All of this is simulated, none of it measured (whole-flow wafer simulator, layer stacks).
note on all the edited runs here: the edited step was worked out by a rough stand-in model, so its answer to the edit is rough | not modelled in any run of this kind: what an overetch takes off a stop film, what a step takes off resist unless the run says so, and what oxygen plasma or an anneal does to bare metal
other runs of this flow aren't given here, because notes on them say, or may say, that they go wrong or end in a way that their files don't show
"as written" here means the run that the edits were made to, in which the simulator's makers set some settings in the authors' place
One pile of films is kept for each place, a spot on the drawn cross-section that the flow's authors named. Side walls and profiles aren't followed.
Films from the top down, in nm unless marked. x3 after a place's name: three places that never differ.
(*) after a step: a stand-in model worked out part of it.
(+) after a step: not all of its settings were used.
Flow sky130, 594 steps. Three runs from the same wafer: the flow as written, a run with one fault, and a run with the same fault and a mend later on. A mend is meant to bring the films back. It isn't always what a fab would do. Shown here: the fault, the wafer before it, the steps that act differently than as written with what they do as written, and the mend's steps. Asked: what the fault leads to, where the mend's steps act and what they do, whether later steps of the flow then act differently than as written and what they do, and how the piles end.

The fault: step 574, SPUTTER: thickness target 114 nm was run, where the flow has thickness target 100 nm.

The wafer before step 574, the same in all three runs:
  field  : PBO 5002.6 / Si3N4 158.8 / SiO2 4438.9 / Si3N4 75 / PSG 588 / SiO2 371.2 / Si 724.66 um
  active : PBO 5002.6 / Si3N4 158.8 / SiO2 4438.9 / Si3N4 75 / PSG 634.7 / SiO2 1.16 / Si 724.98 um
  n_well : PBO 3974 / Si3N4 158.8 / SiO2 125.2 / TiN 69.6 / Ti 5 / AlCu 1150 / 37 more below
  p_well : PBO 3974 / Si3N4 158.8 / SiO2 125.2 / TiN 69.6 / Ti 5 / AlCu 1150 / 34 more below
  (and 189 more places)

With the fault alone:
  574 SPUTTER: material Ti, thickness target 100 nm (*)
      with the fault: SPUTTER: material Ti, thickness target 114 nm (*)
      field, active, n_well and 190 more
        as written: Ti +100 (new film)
        with the fault: Ti +114 (new film)
  Later steps of the flow that act differently than as written (7 more steps differ only slightly, by at most 2% or 0.5 nm, whichever is larger, and aren't shown):
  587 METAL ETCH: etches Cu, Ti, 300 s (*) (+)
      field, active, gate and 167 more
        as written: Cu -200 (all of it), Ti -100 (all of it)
        with the fault: Cu -200 (all of it), Ti -114 (all of it)
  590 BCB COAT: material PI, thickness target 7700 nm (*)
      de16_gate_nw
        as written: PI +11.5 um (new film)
        with the fault: PI +11.52 um (new film)
  At the end the piles differ from the flow's by more than 2% or 0.5 nm, whichever is larger, at n_well, p_well, sd_n and 20 more.
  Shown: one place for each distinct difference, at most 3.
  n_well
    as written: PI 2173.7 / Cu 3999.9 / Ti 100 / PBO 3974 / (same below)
    with the fault: PI 2164.6 / Cu 3999.9 / Ti 114 / PBO 3974 / (same below)
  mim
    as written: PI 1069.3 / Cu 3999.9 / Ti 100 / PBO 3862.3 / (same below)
    with the fault: PI 1056.2 / Cu 3999.9 / Ti 114 / PBO 3862.3 / (same below)
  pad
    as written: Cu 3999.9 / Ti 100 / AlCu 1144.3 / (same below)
    with the fault: Cu 3999.9 / Ti 114 / AlCu 1144.3 / (same below)

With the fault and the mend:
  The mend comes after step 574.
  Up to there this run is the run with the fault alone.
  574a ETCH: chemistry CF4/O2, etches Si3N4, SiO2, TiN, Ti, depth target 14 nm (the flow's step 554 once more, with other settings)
      field, active, n_well and 190 more
        Ti -14
  No later step of the flow acts differently than as written, at any place that is followed, by more than 2% or 0.5 nm, whichever is larger.
  At the end the piles are the same as the flow's at every place that both follow.
